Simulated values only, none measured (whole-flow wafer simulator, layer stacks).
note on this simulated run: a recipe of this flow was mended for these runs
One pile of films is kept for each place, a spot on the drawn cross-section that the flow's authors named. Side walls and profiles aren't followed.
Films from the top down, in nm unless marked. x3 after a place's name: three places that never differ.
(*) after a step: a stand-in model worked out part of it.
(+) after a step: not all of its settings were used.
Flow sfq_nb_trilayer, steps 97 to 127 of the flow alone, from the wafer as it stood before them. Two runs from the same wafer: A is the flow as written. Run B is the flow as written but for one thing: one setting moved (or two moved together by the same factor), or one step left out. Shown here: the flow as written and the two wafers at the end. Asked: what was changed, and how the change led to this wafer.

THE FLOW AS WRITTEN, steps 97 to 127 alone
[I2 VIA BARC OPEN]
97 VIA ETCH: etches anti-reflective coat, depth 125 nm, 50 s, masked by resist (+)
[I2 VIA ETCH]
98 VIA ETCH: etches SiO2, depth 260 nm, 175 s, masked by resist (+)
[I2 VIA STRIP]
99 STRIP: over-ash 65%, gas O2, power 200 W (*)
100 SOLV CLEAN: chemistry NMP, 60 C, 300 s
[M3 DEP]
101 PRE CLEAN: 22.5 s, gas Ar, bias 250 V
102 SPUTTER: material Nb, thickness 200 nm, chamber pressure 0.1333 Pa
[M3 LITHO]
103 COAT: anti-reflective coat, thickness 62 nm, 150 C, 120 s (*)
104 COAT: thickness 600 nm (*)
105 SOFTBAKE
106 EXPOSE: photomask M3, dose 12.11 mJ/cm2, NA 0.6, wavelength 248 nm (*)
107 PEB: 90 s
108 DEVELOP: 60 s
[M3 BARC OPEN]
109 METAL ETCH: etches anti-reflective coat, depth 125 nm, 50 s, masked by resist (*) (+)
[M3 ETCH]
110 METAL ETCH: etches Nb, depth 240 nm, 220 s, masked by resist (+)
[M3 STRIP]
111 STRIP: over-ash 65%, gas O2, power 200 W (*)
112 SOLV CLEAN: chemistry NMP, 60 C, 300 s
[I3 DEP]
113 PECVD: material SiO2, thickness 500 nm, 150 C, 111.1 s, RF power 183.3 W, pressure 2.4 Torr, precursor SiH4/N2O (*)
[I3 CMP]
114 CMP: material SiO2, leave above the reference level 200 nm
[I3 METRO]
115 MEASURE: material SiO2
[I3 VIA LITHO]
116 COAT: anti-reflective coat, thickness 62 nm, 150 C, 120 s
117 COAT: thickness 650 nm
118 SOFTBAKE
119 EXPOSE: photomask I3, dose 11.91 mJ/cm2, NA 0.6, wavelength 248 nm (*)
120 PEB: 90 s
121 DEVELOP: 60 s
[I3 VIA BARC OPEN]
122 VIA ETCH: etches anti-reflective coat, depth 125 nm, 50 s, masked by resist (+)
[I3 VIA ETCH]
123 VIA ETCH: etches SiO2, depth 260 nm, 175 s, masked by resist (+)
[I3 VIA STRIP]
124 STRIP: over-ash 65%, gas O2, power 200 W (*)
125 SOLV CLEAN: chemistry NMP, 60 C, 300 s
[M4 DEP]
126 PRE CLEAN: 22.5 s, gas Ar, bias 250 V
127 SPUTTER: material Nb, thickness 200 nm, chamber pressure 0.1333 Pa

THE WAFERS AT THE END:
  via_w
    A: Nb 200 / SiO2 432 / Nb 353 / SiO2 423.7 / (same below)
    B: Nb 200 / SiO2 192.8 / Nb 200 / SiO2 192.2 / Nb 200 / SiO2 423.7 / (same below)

The cause: step 98, VIA ETCH: etches SiO2, depth 260 nm, 175 s, masked by resist (+), was left out.

How the change led to this, step by step:
  99 STRIP: over-ash 65%, gas O2, power 200 W (*)
      field_l, v_sur, via_wl and 102 more: A KrF-resist-other-grade -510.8 (all of it), anti-reflective coat -62 (all of it) | B KrF-resist-other-grade -555.7 (all of it), anti-reflective coat -62 (all of it)
  101 PRE CLEAN: 22.5 s, gas Ar, bias 250 V
      via_w: A Nb -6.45 | B SiO2 -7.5
  102 SPUTTER: material Nb, thickness 200 nm, chamber pressure 0.1333 Pa
      via_w: A Nb +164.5 | B Nb +200 (new film)
  103 COAT: anti-reflective coat, thickness 62 nm, 150 C, 120 s (*)
      via_wl, via_wr: A anti-reflective coat +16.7 (new film) | B anti-reflective coat +61.9 (new film)
      field_l: A anti-reflective coat +67.6 (new film) | B anti-reflective coat +62 (new film)
      (and at 5 more places)
  104 COAT: thickness 600 nm (*)
      field_l: A KrF-resist-other-grade +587 (new film) | B KrF-resist-other-grade +600 (new film)
      via_wl: A KrF-resist-other-grade +616.5 (new film) | B KrF-resist-other-grade +600 (new film)
      (and at 2 more places)
  108 DEVELOP: 60 s
      field_l: A KrF-resist-other-grade -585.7 (all of it) | B KrF-resist-other-grade -598.7 (all of it)
  109 METAL ETCH: etches anti-reflective coat, depth 125 nm, 50 s, masked by resist (*) (+)
      field_l: A anti-reflective coat -67.6 (all of it) | B anti-reflective coat -62 (all of it)
  111 STRIP: over-ash 65%, gas O2, power 200 W (*)
      v_sur: A KrF-resist-other-grade -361 (all of it), anti-reflective coat -46 (all of it) | B KrF-resist-other-grade -364.6 (all of it), anti-reflective coat -61.9 (all of it)
      via_wl: A KrF-resist-other-grade -381.1 (all of it), anti-reflective coat -16.7 (all of it) | B KrF-resist-other-grade -364.6 (all of it), anti-reflective coat -61.9 (all of it)
      (and at 5 more places)
  113 PECVD: material SiO2, thickness 500 nm, 150 C, 111.1 s, RF power 183.3 W, pressure 2.4 Torr, precursor SiH4/N2O (*)
      via_w: A SiO2 +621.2 (new film) | B SiO2 +500 (new film)
  114 CMP: material SiO2, leave above the reference level 200 nm
      via_w: A SiO2 -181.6 | B SiO2 -299.7
Counting metal films that touch as one body, via_w has 4 bodies (between them, from the top down: SiO2 192.8; SiO2 192.2; SiO2 423.7); the flow as written gives 3 bodies (between them, from the top down: SiO2 432; SiO2 423.7).
